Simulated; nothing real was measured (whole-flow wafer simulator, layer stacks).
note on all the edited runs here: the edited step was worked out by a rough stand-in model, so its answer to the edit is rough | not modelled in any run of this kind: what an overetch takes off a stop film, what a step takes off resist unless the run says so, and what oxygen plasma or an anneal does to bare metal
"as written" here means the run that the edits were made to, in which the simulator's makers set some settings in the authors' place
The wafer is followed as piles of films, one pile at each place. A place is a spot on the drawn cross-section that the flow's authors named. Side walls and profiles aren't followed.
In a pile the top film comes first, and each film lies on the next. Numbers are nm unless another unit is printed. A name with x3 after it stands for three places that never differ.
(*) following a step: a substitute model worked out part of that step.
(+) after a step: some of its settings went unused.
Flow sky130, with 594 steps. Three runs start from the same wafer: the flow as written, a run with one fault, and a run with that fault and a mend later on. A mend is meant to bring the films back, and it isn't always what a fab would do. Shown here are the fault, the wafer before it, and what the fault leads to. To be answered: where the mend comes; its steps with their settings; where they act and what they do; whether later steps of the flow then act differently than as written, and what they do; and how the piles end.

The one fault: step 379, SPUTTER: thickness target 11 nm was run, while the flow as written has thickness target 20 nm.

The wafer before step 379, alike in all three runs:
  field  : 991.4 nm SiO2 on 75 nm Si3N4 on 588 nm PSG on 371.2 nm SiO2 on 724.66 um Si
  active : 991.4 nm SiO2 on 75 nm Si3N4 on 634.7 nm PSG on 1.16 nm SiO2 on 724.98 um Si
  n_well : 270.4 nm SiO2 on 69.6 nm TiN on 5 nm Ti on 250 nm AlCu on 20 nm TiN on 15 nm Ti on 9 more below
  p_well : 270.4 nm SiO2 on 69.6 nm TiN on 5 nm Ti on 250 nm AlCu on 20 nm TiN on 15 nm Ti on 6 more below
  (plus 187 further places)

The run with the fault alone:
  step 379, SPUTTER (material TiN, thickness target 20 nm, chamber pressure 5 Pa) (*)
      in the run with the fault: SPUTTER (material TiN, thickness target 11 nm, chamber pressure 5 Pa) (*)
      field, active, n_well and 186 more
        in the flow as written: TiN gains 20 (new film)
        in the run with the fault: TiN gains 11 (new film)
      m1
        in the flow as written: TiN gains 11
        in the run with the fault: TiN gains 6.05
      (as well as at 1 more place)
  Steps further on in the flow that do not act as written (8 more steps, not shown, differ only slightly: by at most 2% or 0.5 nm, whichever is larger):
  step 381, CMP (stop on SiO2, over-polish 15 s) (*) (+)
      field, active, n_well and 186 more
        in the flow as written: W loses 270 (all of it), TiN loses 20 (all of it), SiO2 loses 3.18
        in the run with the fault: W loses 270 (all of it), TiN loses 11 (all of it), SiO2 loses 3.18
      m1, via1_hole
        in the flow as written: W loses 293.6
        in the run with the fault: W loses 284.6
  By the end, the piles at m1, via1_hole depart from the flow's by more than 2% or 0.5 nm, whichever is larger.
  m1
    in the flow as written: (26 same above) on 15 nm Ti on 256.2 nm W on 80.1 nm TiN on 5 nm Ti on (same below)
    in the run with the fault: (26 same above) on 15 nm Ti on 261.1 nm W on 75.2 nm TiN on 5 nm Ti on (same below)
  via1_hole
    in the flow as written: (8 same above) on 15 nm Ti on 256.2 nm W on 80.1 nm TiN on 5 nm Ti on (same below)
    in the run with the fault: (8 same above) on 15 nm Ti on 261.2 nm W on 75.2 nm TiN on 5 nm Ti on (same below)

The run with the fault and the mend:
  The mend stands after step 379.
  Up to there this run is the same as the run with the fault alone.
  step 379a, SPUTTER (material TiN, thickness target 9 nm, chamber pressure 5 Pa) (*) (the flow's step 379, run once more with other settings)
      field, active, n_well and 186 more
        TiN gains 9
      m1
        TiN gains 4.9
      via1_hole
        TiN gains 4.86
  None of the later steps of the flow differs from how it acts as written, at any place that is followed, by more than 2% or 0.5 nm, whichever is larger.
  The piles end only slightly different from the flow's at the places that both follow, by no more than 2% or 0.5 nm, whichever is larger.
